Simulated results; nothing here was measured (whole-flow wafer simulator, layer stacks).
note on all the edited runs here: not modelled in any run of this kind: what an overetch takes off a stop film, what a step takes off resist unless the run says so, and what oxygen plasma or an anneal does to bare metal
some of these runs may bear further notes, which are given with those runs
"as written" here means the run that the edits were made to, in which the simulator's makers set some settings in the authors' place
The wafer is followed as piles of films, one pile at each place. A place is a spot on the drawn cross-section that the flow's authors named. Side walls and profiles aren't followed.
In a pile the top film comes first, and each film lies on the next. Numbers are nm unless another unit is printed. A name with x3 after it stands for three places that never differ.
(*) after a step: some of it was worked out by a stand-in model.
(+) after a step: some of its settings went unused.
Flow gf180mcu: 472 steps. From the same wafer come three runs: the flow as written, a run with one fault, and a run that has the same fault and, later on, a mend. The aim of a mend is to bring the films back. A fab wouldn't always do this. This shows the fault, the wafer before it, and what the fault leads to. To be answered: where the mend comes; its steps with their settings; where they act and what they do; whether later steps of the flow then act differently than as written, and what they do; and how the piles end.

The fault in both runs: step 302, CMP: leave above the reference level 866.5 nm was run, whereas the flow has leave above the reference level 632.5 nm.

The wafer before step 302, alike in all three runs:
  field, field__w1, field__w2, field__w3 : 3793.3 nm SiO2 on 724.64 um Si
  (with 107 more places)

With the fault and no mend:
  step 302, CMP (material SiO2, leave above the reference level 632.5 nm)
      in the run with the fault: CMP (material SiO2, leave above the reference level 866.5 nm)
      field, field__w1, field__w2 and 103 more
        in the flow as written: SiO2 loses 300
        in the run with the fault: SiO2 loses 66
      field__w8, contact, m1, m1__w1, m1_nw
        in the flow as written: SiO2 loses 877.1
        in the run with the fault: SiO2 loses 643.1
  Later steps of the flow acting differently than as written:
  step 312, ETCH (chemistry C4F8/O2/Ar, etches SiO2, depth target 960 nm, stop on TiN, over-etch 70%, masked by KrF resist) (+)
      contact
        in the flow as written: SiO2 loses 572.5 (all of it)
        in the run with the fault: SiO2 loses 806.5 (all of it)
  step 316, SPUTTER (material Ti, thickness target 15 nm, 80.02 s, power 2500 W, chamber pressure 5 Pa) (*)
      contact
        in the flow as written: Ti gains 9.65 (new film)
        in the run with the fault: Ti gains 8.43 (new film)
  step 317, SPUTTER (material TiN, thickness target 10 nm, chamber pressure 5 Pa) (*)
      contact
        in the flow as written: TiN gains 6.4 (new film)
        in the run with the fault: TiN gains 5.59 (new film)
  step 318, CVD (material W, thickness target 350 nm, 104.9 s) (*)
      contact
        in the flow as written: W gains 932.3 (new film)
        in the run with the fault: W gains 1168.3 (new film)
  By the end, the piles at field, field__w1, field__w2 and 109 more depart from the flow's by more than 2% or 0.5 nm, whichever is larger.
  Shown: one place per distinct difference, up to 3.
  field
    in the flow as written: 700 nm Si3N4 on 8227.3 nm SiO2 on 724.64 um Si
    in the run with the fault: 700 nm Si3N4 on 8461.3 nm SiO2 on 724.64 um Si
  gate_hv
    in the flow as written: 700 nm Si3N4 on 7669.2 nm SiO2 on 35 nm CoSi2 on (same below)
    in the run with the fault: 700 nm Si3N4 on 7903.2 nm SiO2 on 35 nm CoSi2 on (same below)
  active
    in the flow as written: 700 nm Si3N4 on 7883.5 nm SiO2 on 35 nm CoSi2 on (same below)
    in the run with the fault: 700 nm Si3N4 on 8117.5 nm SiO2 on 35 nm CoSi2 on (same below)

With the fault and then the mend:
  After step 310 comes the mend.
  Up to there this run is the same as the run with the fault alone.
  step 310a, STRIP (chemistry O2/N2, power 2160 W, pressure 1700 mTorr) (*)
      field, field__w1, field__w2 and 107 more
        KrF resist loses 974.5 (all of it), anti-reflective coat loses 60 (all of it)
      contact
        anti-reflective coat loses 60 (all of it)
  step 310b, CMP (material SiO2, leave above the reference level 632.5 nm) (a further turn of the flow's step 302)
      field, field__w1, field__w2 and 108 more
        SiO2 loses 234
  step 310c, HMDS (120 C, 60 s) (a further turn of the flow's step 304)
      alters no film at any place that is followed
  step 310d, COAT (anti-reflective coat, thickness 60 nm, 182 C, 71 s) (a further turn of the flow's step 305)
      field, field__w1, field__w2 and 108 more
        anti-reflective coat gains 60 (new film)
  step 310e, COAT (KrF resist, thickness 1000 nm) (a further turn of the flow's step 306)
      field, field__w1, field__w2 and 108 more
        KrF resist gains 1000 (new film)
  step 310f, SOFTBAKE (KrF resist) (a further turn of the flow's step 307)
      alters no film at any place that is followed
  step 310g, EXPOSE (photomask Via2) (a further turn of the flow's step 308)
      alters no film at any place that is followed
  step 310h, PEB (KrF resist, 135 C, 90 s) (a further turn of the flow's step 309)
      field, field__w1, field__w2 and 108 more
        KrF resist loses 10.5
  step 310i, DEVELOP (KrF resist, thickness 1000 nm, 60 s) (a further turn of the flow's step 310)
      field, field__w1, field__w2 and 107 more
        KrF resist loses 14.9
      contact
        KrF resist loses 989.5 (all of it)
  None of the later steps of the flow acts differently than as written at any place that is followed.
  By the end, the piles equal the flow's at every place that both follow.
